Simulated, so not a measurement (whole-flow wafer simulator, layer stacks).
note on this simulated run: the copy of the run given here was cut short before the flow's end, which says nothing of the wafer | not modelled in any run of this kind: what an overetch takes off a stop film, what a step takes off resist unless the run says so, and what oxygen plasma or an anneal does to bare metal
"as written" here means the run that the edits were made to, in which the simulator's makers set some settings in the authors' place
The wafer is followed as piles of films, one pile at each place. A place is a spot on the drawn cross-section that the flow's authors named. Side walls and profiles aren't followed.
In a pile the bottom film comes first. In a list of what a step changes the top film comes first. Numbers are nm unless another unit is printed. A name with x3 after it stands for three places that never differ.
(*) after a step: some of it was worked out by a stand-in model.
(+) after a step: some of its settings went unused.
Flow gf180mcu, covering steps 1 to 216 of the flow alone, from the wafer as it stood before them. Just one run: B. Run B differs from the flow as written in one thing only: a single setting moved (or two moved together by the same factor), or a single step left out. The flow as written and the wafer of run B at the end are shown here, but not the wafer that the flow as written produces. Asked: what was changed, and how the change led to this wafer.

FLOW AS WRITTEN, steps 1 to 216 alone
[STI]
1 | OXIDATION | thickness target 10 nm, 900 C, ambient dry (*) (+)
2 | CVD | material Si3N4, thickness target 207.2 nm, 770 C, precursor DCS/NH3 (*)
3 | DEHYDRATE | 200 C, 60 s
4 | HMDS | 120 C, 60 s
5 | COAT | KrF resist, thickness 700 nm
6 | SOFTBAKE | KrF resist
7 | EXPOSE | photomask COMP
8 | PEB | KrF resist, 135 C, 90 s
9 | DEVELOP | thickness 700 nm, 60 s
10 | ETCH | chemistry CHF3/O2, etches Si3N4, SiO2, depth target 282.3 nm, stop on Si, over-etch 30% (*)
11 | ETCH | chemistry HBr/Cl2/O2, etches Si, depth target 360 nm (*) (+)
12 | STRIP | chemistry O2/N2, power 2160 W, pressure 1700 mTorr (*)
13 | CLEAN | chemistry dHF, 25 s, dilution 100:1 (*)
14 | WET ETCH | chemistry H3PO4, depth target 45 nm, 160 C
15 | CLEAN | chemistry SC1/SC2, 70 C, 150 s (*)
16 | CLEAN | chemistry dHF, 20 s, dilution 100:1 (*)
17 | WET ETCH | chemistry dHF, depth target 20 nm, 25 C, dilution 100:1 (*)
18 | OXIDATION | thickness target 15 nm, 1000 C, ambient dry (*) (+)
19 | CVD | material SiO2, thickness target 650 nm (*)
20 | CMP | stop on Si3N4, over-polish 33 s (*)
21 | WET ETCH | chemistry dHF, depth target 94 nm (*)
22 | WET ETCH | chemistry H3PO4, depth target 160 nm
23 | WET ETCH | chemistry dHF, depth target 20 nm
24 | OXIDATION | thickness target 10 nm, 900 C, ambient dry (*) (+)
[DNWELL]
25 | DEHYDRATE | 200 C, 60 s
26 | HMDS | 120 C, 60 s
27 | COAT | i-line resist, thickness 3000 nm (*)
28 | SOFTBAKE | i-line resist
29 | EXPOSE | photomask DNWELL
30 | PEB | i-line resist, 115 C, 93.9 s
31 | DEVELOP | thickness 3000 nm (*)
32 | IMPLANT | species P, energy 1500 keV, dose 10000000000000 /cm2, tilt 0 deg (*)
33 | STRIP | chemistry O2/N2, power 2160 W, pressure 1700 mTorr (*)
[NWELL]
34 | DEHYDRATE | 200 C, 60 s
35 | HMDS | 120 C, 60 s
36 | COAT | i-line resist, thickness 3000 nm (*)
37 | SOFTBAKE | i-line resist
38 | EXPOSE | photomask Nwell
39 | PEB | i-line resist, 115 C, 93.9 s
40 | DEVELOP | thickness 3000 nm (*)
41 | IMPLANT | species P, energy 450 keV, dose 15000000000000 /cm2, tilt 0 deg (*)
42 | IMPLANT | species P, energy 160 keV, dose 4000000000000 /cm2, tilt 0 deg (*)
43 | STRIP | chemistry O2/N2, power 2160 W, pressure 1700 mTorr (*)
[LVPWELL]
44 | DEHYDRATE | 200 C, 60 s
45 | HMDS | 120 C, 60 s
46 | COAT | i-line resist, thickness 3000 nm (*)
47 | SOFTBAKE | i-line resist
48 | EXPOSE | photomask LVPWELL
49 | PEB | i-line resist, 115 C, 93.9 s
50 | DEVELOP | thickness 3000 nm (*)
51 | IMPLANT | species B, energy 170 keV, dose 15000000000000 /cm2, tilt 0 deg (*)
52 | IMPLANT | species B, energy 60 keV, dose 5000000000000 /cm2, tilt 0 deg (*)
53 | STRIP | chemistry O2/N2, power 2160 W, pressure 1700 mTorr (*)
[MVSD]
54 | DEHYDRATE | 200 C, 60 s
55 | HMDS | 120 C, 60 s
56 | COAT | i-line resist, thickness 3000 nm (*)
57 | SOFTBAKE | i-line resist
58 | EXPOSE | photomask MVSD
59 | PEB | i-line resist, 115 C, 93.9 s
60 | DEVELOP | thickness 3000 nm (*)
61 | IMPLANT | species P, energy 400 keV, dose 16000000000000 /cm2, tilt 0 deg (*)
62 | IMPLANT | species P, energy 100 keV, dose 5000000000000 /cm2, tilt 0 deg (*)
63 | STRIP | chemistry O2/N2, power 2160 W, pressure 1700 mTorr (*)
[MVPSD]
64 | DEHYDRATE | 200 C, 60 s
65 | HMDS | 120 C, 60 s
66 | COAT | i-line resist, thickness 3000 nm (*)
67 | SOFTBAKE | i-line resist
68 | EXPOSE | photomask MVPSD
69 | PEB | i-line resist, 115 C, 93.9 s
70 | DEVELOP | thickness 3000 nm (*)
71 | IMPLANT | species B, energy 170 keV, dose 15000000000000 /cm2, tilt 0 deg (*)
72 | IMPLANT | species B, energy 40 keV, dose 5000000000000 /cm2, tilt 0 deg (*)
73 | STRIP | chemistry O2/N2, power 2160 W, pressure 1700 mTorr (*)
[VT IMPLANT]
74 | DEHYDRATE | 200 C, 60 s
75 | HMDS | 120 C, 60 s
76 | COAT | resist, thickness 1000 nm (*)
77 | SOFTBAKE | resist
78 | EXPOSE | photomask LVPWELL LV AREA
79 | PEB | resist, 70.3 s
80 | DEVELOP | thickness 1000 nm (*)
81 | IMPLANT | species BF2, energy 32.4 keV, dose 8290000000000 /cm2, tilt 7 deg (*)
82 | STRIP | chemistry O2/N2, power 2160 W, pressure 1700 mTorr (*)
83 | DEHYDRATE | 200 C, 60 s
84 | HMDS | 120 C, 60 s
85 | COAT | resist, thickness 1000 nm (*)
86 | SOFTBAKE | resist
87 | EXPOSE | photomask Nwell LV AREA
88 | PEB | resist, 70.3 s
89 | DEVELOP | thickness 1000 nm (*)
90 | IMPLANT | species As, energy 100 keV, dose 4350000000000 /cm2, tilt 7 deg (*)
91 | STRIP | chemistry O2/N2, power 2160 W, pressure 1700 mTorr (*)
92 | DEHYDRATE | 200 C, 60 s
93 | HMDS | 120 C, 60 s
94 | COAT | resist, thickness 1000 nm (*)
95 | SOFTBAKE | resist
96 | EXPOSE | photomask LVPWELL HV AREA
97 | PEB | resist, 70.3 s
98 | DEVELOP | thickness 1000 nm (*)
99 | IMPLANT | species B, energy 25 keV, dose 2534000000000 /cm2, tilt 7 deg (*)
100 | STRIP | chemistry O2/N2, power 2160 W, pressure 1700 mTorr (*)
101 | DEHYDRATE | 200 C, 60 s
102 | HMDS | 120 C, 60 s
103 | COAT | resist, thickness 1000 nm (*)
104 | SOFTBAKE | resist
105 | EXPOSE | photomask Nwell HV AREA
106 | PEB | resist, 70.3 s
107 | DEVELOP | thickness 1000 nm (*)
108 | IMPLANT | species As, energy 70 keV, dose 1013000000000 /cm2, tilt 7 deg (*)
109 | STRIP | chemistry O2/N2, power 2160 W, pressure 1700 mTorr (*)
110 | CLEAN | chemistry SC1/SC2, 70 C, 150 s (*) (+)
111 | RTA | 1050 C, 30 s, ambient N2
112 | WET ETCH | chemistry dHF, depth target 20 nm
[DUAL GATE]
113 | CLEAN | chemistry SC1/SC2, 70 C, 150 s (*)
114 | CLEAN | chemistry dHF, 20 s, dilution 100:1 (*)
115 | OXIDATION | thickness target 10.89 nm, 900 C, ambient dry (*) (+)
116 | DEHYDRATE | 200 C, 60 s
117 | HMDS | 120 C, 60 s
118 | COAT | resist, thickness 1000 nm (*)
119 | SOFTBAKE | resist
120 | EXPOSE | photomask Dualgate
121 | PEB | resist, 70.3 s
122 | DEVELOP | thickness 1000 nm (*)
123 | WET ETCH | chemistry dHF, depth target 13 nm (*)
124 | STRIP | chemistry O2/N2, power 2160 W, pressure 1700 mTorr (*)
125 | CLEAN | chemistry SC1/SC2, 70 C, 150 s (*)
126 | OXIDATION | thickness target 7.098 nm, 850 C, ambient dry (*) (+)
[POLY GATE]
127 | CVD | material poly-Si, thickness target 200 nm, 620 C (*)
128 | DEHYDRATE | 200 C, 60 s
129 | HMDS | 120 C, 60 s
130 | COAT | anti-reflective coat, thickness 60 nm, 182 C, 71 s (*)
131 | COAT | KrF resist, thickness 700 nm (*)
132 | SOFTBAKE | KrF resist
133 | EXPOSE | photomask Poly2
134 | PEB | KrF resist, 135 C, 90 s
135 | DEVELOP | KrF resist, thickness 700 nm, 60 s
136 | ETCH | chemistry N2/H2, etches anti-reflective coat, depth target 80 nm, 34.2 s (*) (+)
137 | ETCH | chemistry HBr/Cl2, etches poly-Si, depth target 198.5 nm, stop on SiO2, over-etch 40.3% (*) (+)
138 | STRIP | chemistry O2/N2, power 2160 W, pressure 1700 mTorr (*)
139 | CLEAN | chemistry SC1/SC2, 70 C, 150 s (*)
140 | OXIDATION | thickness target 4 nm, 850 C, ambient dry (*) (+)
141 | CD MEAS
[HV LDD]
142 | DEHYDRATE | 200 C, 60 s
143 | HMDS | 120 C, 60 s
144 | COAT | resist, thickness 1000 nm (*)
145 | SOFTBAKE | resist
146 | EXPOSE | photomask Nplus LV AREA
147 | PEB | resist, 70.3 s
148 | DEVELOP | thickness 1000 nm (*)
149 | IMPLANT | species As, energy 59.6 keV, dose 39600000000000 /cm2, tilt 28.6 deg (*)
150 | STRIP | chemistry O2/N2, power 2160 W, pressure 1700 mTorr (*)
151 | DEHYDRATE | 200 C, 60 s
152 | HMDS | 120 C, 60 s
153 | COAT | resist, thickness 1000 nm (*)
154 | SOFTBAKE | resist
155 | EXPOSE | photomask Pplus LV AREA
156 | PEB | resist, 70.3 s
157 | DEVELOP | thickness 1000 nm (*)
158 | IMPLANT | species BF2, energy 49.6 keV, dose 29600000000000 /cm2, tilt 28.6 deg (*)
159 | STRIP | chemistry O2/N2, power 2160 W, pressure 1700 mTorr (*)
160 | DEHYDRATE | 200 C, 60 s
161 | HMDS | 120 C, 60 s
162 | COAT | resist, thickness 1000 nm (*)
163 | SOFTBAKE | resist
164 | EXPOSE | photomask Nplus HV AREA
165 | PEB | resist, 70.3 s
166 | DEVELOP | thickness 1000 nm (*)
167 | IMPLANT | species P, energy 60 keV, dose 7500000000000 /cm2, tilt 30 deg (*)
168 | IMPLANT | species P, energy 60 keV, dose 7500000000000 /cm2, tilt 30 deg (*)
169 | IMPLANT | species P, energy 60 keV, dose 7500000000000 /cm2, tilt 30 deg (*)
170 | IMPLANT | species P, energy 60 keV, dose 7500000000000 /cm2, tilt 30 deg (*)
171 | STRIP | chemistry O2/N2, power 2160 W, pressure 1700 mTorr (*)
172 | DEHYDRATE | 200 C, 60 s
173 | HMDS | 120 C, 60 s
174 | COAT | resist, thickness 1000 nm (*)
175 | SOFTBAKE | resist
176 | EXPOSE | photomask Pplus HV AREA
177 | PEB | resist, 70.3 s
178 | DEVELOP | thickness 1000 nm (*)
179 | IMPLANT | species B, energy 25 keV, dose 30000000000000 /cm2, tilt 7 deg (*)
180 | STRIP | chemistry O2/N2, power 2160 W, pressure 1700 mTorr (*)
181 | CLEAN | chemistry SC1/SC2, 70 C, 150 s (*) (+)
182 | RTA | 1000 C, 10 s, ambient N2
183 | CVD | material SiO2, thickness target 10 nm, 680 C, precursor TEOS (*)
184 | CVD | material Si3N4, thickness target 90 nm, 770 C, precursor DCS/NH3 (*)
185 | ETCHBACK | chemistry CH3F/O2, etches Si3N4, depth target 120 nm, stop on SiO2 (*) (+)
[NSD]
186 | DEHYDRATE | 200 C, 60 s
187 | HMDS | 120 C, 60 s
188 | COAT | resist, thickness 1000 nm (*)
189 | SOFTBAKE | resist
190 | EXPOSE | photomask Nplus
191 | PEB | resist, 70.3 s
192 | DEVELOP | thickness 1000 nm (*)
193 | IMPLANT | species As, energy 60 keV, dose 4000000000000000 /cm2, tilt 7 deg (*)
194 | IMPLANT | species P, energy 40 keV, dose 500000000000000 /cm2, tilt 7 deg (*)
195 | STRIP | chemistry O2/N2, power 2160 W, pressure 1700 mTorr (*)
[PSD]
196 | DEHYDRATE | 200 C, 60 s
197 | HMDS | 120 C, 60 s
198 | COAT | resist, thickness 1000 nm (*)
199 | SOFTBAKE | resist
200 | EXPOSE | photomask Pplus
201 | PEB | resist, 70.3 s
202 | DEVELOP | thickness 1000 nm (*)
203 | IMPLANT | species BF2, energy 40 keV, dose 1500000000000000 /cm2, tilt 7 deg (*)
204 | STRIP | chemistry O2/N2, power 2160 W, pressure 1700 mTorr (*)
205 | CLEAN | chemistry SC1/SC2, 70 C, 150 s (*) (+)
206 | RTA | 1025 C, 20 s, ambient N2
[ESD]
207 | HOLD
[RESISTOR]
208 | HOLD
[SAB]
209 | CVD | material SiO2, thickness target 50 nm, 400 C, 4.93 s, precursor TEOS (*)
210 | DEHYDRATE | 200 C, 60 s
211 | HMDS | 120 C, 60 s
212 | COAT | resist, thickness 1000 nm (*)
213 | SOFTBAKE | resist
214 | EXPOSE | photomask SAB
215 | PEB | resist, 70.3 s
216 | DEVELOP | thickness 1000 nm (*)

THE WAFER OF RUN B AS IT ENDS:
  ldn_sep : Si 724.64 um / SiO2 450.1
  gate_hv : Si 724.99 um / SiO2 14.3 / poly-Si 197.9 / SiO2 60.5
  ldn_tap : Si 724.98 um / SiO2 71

Cause: step 112, WET ETCH: depth target 8.8 nm was run, while the flow as written has depth target 20 nm.

How this came from the change, step by step:
  112 | WET ETCH | chemistry dHF, depth target 20 nm
      active, n_well, p_well and 40 more: -8.8 SiO2 (as written it would have been: -9.66 SiO2 (all of it))
      field, field__w2, field__w3 and 43 more: -9.68 SiO2 (as written it would have been: -22 SiO2)
  113 | CLEAN | chemistry SC1/SC2, 70 C, 150 s (*)
      active, n_well, p_well and 40 more: -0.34 SiO2 (as written it would have been: +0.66 chemical SiO2 (new film), -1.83 Si)
  114 | CLEAN | chemistry dHF, 20 s, dilution 100:1 (*)
      active, n_well, p_well and 40 more: -0.52 SiO2 (all of it) (as written it would have been: -0.66 chemical SiO2 (all of it))
  119 | SOFTBAKE | resist
      gate_p_hv: +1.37 resist (as written it would have been: +0.83 resist)
  130 | COAT | anti-reflective coat, thickness 60 nm, 182 C, 71 s (*)
      p_well, spacer, sd_n: +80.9 anti-reflective coat (new film) (as written it would have been: +70.9 anti-reflective coat (new film))
      ldn_fp, ldp_fp: +43.4 anti-reflective coat (new film) (as written it would have been: +48.5 anti-reflective coat (new film))
      (also at 69 further places)
  136 | ETCH | chemistry N2/H2, etches anti-reflective coat, depth target 80 nm, 34.2 s (*) (+)
      p_well, spacer, sd_n: -80.9 anti-reflective coat (all of it), -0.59 poly-Si (as written it would have been: -70.9 anti-reflective coat (all of it), -0.85 poly-Si)
      field: -58.1 anti-reflective coat (all of it), -1.18 poly-Si (as written it would have been: -61.5 anti-reflective coat (all of it), -1.09 poly-Si)
      (also at 49 further places)
  138 | STRIP | chemistry O2/N2, power 2160 W, pressure 1700 mTorr (*)
      gate: +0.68 chemical SiO2 (new film), -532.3 KrF resist (all of it), -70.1 anti-reflective coat (all of it), -0.3 poly-Si (as written it would have been: +0.68 chemical SiO2 (new film), -531.7 KrF resist (all of it), -65.5 anti-reflective coat (all of it), -0.3 poly-Si)
      gate_hv: +0.68 chemical SiO2 (new film), -530.6 KrF resist (all of it), -62.7 anti-reflective coat (all of it), -0.3 poly-Si (as written it would have been: +0.68 chemical SiO2 (new film), -528.4 KrF resist (all of it), -61 anti-reflective coat (all of it), -0.3 poly-Si)
      (also at 19 further places)
  145 | SOFTBAKE | resist
      gate_p_hv: -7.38 resist (as written it would have been: -7.98 resist)
  154 | SOFTBAKE | resist
      gate_p_hv: -7.38 resist (as written it would have been: -7.98 resist)
  163 | SOFTBAKE | resist
      gate_p_hv: -7.38 resist (as written it would have been: -7.98 resist)
  175 | SOFTBAKE | resist
      gate_p_hv: -7.38 resist (as written it would have been: -7.98 resist)
  189 | SOFTBAKE | resist
      active_hv: -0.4 resist (as written it would have been: +2.68 resist)
      active_nat: +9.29 resist (as written it would have been: +5.49 resist)
      (also at 1 further place)
  199 | SOFTBAKE | resist
      active_hv: -0.4 resist (as written it would have been: +2.68 resist)
      active_nat: +9.29 resist (as written it would have been: +5.49 resist)
      (also at 1 further place)
  209 | CVD | material SiO2, thickness target 50 nm, 400 C, 4.93 s, precursor TEOS (*)
      active: +48.9 SiO2 (as written it would have been: +50 SiO2)
      ld_drn_p: +45 SiO2 (as written it would have been: +46 SiO2)
  213 | SOFTBAKE | resist
      gate_p_hv: -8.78 resist (as written it would have been: -9.34 resist)
      ldn_ch: -8.79 resist (as written it would have been: -9.33 resist)
      (also at 1 further place)
